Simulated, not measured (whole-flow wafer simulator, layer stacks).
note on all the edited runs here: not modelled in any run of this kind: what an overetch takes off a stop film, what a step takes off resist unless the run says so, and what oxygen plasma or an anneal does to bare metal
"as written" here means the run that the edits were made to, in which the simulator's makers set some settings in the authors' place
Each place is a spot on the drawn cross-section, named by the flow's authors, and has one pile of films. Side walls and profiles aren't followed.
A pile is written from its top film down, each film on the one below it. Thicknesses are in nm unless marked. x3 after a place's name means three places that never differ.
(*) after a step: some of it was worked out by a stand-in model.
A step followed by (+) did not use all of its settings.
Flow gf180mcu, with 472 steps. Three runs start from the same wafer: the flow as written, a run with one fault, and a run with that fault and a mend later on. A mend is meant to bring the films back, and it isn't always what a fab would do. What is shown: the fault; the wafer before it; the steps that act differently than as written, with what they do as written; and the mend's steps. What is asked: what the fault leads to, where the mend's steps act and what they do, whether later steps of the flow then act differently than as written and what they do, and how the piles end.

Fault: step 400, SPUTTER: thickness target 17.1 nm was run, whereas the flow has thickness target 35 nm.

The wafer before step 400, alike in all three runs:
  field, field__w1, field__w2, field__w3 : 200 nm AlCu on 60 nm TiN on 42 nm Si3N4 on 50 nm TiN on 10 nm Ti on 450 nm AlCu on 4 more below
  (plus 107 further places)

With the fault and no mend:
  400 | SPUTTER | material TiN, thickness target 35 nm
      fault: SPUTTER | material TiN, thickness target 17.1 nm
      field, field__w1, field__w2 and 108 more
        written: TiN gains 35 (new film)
        fault: TiN gains 17.1 (new film)
  Steps later in the flow that act otherwise than as written (not shown: 7 more steps that differ only slightly, by at most 2% or 0.5 nm, whichever is larger):
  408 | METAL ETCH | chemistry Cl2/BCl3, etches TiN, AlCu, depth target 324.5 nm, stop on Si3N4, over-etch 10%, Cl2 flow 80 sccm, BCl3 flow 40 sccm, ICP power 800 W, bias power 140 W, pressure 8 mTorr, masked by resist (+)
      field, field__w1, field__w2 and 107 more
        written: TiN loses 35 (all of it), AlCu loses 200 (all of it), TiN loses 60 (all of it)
        fault: TiN loses 17.1 (all of it), AlCu loses 200 (all of it), TiN loses 60 (all of it)
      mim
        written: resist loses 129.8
        fault: resist loses 121.9
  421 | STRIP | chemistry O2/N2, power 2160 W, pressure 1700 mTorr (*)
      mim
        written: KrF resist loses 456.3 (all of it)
        fault: KrF resist loses 469.7 (all of it)
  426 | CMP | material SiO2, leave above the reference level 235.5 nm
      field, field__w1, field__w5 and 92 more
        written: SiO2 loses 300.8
        fault: SiO2 loses 318.7
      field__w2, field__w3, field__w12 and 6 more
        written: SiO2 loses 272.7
        fault: SiO2 loses 290.6
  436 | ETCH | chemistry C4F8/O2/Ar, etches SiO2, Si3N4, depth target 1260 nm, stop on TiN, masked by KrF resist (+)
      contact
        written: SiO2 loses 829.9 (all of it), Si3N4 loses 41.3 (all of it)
        fault: SiO2 loses 812 (all of it), Si3N4 loses 41.3 (all of it)
  By the end, the piles at field__w8, contact, m1, m1__w1, mim, m1_nw depart from the flow's by more than 2% or 0.5 nm, whichever is larger.
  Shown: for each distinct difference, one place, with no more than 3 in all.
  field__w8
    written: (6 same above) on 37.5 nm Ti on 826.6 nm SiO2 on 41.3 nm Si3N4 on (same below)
    fault: (6 same above) on 37.5 nm Ti on 808.7 nm SiO2 on 41.3 nm Si3N4 on (same below)
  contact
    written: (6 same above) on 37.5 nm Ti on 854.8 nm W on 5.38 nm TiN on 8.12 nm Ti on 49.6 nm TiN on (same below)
    fault: (6 same above) on 37.5 nm Ti on 836.8 nm W on 5.44 nm TiN on 8.2 nm Ti on 49.6 nm TiN on (same below)
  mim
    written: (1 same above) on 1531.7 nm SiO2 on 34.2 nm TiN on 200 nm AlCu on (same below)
    fault: (1 same above) on 1531.7 nm SiO2 on 16.3 nm TiN on 200 nm AlCu on (same below)

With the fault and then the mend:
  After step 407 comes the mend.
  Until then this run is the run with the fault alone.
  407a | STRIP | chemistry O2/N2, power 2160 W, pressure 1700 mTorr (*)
      mim
        resist loses 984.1 (all of it)
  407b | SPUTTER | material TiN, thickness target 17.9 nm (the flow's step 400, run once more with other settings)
      field, field__w1, field__w2 and 108 more
        TiN gains 17.9
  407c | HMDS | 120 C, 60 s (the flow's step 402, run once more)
      alters no film at any place that is followed
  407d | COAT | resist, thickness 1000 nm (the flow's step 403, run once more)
      field, field__w1, field__w2 and 108 more
        resist gains 1000 (new film)
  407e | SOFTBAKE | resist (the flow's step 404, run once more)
      alters no film at any place that is followed
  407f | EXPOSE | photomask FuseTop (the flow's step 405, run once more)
      alters no film at any place that is followed
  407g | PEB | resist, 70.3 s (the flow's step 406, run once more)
      field, field__w1, field__w2 and 108 more
        resist loses 15.9
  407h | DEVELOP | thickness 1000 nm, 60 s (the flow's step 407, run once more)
      field, field__w1, field__w2 and 107 more
        resist loses 984.1 (all of it)
  Every later step of the flow that is run acts as written at every place that is followed.
  By the end, the piles equal the flow's at every place that both follow.
